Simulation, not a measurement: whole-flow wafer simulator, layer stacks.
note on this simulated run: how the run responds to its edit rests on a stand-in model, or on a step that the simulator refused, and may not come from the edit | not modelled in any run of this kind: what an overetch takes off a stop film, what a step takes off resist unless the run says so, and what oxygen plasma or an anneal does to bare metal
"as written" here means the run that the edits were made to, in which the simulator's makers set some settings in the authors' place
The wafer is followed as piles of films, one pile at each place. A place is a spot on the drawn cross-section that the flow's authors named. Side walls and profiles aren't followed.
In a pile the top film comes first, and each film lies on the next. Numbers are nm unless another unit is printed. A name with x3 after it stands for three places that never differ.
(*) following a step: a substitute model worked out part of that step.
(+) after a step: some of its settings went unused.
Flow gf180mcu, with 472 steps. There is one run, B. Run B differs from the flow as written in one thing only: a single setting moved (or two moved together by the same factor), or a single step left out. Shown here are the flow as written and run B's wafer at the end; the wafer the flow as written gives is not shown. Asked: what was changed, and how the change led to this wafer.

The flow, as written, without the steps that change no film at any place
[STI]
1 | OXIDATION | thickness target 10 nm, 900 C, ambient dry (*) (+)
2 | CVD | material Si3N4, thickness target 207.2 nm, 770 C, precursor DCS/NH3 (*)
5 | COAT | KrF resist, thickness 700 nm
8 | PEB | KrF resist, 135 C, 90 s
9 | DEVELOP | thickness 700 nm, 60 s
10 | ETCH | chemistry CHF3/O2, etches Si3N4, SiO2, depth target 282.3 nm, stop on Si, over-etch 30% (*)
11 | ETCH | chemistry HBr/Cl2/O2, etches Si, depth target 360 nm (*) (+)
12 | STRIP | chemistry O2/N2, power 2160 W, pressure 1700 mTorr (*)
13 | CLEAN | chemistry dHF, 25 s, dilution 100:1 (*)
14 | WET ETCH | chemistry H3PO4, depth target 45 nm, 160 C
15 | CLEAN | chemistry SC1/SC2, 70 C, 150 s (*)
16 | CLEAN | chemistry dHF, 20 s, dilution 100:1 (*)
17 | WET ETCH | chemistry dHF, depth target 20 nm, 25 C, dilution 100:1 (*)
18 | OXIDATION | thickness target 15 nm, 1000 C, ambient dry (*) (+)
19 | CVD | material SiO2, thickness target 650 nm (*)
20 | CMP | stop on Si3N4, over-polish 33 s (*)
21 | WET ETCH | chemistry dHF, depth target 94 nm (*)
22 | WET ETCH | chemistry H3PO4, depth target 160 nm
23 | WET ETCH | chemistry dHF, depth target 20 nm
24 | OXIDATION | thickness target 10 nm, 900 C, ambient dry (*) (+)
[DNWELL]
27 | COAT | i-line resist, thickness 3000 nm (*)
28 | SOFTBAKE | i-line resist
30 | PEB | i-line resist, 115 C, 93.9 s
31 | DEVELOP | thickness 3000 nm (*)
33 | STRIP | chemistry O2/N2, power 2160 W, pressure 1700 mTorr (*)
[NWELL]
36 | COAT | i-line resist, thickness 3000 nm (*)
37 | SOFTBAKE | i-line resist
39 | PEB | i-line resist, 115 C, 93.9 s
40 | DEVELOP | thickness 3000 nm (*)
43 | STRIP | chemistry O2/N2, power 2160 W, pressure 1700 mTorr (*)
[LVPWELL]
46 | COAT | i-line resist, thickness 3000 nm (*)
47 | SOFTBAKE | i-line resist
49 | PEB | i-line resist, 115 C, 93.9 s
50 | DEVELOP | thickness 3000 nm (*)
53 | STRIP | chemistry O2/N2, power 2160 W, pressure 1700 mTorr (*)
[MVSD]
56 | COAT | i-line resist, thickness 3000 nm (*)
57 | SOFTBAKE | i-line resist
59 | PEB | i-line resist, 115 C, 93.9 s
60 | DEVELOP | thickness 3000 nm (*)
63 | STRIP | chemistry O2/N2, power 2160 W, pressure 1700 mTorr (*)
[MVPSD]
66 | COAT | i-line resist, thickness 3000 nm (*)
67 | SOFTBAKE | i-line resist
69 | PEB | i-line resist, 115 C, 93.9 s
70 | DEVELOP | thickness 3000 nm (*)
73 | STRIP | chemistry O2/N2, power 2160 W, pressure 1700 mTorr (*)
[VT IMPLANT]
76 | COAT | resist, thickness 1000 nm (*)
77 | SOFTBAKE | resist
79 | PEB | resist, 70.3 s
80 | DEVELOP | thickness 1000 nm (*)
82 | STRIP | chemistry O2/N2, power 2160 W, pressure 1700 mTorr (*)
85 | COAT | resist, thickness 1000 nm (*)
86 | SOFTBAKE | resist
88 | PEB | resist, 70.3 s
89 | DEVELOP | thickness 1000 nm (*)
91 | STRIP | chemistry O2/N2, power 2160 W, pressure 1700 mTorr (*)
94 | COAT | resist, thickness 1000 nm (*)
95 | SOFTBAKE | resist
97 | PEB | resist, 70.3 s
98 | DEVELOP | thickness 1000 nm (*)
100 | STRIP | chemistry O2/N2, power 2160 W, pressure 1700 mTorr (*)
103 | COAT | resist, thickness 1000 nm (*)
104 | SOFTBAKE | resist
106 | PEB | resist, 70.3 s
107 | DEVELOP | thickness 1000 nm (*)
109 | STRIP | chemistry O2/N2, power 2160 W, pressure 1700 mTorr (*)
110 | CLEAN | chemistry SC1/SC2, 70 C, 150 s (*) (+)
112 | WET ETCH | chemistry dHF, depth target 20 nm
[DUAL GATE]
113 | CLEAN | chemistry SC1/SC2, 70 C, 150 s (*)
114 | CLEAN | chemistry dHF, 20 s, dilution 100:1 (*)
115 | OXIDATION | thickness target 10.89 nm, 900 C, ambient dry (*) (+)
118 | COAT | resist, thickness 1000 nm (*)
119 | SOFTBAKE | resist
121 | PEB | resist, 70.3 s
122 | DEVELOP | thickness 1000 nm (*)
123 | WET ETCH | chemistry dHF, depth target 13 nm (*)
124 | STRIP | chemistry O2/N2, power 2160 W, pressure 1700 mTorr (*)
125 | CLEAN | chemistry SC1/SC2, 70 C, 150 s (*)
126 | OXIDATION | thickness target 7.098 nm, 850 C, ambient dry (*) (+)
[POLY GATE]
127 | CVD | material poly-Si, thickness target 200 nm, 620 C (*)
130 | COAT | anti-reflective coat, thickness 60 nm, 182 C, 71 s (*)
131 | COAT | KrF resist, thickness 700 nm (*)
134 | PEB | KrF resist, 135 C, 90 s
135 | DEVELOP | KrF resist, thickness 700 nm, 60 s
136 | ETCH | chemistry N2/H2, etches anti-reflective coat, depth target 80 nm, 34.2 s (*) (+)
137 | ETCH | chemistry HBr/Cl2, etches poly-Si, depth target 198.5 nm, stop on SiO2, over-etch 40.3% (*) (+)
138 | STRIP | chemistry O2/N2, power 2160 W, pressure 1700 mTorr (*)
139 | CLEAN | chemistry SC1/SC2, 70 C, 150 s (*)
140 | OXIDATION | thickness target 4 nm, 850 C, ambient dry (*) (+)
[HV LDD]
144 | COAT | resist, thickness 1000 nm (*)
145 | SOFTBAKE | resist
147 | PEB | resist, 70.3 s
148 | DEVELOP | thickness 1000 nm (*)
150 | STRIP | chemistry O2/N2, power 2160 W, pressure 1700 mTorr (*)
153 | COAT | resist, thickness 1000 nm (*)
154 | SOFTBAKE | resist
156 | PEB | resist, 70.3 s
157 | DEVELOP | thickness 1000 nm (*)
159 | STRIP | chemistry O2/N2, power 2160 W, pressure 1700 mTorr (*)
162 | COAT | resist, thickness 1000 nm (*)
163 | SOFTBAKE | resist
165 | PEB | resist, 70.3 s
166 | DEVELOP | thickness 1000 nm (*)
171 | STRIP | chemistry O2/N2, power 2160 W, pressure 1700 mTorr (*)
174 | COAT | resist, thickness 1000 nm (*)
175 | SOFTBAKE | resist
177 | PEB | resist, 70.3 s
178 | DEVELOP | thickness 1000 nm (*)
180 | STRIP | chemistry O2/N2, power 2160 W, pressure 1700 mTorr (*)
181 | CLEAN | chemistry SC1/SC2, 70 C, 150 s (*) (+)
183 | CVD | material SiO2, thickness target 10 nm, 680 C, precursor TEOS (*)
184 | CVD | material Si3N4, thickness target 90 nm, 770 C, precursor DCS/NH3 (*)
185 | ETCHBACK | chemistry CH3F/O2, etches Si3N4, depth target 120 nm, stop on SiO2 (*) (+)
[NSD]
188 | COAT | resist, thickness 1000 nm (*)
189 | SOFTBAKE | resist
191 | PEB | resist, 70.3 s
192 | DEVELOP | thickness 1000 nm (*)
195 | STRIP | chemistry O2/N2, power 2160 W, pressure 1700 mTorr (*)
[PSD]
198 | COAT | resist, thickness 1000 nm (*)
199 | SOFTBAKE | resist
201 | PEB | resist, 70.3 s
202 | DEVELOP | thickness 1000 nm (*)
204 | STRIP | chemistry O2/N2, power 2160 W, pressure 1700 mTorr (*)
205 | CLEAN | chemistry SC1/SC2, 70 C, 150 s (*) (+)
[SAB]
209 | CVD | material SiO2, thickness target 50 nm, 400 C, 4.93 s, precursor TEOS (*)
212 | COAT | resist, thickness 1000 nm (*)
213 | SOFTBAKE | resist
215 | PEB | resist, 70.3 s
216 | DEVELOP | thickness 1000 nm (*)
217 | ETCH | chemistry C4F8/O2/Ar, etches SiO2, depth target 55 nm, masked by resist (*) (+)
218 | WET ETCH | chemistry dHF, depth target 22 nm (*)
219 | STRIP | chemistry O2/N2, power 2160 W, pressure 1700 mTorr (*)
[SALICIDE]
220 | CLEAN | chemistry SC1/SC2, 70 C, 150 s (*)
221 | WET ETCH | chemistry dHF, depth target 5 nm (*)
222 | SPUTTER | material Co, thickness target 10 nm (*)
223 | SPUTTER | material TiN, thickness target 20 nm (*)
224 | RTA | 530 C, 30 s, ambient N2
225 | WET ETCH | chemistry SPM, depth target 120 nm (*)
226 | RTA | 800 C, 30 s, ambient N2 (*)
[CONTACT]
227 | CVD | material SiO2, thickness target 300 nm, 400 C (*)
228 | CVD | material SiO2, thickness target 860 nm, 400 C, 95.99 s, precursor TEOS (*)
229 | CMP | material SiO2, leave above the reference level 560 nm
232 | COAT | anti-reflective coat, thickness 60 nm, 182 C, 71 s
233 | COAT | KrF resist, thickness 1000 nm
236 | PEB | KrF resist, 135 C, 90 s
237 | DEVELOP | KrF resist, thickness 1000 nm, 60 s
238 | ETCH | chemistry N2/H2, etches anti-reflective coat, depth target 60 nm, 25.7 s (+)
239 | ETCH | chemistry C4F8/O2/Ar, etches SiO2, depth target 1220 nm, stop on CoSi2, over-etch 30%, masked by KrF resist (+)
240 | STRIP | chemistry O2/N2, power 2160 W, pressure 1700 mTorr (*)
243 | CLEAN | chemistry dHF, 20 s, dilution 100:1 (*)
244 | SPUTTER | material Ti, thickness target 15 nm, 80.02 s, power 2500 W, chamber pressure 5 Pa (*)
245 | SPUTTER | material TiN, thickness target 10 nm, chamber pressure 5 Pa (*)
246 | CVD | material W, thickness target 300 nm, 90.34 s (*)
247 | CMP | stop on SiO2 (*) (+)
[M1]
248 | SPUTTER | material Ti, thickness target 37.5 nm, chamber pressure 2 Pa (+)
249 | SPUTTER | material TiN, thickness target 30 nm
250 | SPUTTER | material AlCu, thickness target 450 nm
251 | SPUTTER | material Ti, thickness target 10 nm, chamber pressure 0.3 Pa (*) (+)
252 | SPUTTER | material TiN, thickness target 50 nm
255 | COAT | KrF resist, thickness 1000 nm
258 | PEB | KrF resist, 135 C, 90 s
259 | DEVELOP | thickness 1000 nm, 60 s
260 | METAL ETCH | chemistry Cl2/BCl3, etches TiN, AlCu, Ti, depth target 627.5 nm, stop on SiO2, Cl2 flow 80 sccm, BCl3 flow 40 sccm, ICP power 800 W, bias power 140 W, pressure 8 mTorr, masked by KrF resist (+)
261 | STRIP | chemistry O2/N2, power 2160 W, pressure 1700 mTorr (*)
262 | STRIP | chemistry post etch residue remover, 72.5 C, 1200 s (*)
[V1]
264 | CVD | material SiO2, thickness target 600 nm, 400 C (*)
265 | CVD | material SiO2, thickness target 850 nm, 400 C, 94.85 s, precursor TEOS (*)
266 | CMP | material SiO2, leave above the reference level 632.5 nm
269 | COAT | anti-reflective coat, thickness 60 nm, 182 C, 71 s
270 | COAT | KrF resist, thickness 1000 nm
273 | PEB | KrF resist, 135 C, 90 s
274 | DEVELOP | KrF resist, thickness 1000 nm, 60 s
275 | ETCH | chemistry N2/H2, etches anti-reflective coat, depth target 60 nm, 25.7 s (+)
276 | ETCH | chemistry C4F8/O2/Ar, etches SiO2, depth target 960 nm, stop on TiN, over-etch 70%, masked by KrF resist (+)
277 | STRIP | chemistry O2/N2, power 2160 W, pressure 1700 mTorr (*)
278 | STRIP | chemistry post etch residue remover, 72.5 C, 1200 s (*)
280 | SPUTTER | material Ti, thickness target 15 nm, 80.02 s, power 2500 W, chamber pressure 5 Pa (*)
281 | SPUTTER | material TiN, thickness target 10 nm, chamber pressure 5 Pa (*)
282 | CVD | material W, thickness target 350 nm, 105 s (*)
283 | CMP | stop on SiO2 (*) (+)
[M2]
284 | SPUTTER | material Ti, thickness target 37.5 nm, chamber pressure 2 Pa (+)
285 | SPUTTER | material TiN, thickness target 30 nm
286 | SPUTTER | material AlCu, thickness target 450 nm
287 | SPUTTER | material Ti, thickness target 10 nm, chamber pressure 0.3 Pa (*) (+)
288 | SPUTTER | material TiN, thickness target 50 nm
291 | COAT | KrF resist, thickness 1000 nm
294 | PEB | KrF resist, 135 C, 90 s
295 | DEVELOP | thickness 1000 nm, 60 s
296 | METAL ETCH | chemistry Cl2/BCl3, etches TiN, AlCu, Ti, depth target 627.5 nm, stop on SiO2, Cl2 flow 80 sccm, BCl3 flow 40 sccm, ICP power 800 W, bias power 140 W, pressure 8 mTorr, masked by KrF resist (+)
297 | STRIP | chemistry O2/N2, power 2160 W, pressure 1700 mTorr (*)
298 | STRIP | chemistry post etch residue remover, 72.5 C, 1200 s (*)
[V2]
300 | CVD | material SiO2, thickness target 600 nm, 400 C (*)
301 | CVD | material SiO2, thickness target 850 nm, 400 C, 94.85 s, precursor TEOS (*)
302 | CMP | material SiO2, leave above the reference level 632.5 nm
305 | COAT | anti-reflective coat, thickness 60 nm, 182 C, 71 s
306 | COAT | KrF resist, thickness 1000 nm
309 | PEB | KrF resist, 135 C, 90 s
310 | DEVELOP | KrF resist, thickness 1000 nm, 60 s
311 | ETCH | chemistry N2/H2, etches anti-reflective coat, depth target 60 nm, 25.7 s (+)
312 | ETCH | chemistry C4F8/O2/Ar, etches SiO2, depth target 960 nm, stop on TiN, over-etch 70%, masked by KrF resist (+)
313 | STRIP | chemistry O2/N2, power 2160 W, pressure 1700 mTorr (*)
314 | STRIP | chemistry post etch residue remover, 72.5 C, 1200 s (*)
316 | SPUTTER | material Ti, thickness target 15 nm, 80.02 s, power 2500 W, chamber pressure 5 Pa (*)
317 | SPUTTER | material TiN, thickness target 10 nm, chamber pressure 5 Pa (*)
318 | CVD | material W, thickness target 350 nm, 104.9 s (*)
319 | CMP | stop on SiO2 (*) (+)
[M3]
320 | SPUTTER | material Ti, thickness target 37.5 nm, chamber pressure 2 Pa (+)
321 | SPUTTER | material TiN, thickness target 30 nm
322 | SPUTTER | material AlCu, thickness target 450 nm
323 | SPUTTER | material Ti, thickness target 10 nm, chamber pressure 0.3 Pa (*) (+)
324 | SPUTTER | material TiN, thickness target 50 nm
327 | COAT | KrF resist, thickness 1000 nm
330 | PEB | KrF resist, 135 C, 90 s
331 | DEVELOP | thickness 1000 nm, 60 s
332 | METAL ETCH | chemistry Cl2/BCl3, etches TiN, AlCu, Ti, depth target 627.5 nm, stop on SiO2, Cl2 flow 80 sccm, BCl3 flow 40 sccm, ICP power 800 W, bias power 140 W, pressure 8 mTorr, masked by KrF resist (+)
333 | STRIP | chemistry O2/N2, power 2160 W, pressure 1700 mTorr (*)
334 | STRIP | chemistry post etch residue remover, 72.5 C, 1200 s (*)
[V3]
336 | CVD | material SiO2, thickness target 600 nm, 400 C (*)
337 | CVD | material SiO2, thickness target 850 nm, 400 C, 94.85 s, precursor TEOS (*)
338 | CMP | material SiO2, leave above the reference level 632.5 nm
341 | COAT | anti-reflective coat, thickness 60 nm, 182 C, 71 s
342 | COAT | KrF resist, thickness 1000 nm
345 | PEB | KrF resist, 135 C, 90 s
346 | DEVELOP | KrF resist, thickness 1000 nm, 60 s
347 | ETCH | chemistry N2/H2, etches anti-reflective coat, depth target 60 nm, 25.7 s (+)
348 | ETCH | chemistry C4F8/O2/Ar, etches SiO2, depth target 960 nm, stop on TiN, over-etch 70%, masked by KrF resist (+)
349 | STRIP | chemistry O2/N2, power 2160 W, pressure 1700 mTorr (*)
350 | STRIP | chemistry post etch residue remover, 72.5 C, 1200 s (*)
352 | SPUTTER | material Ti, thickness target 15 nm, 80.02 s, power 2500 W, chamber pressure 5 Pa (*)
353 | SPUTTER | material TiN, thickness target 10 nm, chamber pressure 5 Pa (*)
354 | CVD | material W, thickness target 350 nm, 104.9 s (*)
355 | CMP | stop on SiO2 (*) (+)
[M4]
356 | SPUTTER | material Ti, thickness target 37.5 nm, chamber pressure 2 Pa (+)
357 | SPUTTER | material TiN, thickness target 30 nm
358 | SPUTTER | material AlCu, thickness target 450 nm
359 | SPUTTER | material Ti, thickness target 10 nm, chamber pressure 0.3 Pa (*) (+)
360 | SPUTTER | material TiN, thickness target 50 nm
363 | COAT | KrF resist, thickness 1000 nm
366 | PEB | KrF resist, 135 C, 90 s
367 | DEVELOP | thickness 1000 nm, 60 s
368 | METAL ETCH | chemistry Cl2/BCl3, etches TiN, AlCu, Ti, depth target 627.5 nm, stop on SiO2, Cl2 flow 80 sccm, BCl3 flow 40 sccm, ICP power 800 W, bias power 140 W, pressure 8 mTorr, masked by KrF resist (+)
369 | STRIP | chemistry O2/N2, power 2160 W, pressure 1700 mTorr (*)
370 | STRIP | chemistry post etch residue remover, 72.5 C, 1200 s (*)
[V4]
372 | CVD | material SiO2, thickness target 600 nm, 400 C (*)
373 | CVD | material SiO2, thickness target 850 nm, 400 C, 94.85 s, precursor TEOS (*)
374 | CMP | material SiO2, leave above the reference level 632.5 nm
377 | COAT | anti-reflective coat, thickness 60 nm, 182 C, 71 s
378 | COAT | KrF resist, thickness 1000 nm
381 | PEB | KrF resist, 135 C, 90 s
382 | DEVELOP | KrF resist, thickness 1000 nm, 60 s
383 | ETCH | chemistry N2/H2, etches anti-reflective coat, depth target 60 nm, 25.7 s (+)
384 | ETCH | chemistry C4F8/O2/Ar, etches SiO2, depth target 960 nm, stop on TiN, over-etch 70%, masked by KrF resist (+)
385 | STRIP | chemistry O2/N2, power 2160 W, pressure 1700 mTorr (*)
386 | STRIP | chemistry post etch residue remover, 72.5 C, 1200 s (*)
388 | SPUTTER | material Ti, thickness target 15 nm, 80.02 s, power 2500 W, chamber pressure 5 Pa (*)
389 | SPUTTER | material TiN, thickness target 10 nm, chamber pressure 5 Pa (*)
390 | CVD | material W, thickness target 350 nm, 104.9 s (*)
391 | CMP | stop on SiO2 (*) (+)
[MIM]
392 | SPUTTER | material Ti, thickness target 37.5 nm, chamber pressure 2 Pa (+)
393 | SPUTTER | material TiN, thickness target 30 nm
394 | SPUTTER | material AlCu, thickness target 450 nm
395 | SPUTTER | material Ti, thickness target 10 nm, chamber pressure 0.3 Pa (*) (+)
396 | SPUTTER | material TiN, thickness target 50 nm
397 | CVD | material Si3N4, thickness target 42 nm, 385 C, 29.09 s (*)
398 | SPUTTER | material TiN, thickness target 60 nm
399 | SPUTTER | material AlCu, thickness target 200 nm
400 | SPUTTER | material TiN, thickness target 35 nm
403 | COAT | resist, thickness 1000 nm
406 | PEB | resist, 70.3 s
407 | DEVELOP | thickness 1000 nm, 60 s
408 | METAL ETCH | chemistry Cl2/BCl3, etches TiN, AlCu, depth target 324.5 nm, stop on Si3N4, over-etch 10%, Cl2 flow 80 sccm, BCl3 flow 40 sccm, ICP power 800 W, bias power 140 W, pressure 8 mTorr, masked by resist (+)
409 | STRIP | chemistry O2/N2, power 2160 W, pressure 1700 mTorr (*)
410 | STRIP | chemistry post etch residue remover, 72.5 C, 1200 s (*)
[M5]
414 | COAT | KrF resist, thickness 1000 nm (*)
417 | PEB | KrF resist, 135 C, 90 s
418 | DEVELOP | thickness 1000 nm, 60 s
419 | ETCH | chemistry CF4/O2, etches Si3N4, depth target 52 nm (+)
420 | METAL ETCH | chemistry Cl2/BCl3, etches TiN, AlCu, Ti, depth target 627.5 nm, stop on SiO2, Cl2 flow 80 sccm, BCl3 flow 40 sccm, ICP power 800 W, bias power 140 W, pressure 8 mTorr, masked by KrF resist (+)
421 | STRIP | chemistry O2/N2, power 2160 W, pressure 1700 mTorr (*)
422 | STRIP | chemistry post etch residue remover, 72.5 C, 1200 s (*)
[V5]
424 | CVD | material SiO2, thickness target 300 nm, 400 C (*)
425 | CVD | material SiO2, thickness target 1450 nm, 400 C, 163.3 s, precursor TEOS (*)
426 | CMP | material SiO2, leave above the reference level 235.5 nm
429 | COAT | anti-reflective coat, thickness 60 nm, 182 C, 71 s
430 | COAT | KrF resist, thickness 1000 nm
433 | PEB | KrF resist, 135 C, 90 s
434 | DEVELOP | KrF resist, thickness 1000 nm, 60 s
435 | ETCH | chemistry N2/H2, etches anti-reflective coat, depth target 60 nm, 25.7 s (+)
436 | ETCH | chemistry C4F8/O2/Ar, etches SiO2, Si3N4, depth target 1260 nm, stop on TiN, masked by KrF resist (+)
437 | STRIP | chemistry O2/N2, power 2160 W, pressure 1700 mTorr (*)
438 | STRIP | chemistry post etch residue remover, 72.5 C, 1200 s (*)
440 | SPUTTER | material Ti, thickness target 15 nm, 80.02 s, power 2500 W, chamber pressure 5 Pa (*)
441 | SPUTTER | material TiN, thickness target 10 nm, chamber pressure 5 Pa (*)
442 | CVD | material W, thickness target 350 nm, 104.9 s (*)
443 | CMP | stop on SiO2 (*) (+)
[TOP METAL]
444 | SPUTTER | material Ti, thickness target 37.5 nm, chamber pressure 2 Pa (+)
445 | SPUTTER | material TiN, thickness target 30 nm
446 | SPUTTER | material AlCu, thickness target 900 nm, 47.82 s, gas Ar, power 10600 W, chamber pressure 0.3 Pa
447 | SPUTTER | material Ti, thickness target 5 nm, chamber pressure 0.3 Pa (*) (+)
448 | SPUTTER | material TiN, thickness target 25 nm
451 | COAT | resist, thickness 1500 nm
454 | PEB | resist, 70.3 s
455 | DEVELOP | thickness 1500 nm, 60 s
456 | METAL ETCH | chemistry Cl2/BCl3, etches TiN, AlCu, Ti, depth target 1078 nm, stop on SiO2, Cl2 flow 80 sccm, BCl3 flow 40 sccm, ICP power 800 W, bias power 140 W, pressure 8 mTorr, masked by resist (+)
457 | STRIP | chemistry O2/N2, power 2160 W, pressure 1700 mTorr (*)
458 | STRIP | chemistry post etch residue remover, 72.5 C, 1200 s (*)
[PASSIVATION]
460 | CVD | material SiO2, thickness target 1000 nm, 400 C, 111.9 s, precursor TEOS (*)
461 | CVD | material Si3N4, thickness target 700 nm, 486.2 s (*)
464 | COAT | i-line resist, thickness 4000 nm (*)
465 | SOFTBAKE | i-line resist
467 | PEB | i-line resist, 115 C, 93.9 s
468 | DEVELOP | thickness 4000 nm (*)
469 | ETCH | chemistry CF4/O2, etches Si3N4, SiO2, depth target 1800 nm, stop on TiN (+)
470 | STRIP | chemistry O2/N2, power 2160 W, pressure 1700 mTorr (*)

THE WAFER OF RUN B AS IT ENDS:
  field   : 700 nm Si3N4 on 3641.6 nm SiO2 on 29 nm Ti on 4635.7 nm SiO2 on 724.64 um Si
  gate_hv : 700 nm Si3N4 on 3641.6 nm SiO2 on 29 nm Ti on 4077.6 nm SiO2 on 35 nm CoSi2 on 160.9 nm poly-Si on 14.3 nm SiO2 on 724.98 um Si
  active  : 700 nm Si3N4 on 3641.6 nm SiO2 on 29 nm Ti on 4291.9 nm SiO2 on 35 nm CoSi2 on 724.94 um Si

Cause: step 358, SPUTTER: thickness target 529 nm was run, whereas the flow has thickness target 450 nm.

Step by step, how the change led to this:
  358 | SPUTTER | material AlCu, thickness target 450 nm
      field, field__w1, field__w2 and 108 more: AlCu gains 529 (new film) (in the flow as written it would be: AlCu gains 450 (new film))
  368 | METAL ETCH | chemistry Cl2/BCl3, etches TiN, AlCu, Ti, depth target 627.5 nm, stop on SiO2, Cl2 flow 80 sccm, BCl3 flow 40 sccm, ICP power 800 W, bias power 140 W, pressure 8 mTorr, masked by KrF resist (+)
      field, field__w1, field__w2 and 103 more: TiN loses 50 (all of it), Ti loses 10 (all of it), AlCu loses 529 (all of it), TiN loses 30 (all of it), Ti loses 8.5 (in the flow as written it would be: TiN loses 50 (all of it), Ti loses 10 (all of it), AlCu loses 450 (all of it), TiN loses 30 (all of it), Ti loses 37.5 (all of it))
  372 | CVD | material SiO2, thickness target 600 nm, 400 C (*)
      field, field__w1, field__w2 and 103 more: SiO2 gains 600 (new film) (in the flow as written it would be: SiO2 gains 600)
  374 | CMP | material SiO2, leave above the reference level 632.5 nm
      field, field__w1, field__w2 and 103 more: SiO2 loses 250 (in the flow as written it would be: SiO2 loses 300)
Taking metal films that touch as one body, field has 1 body; the flow as written gives 0 bodies.
Taking metal films that touch as one body, gate_hv has 2 bodies (between them, from the top down: SiO2 4077.6); the flow as written gives 1 body.
Taking metal films that touch as one body, active has 2 bodies (between them, from the top down: SiO2 4291.9); the flow as written gives 1 body.
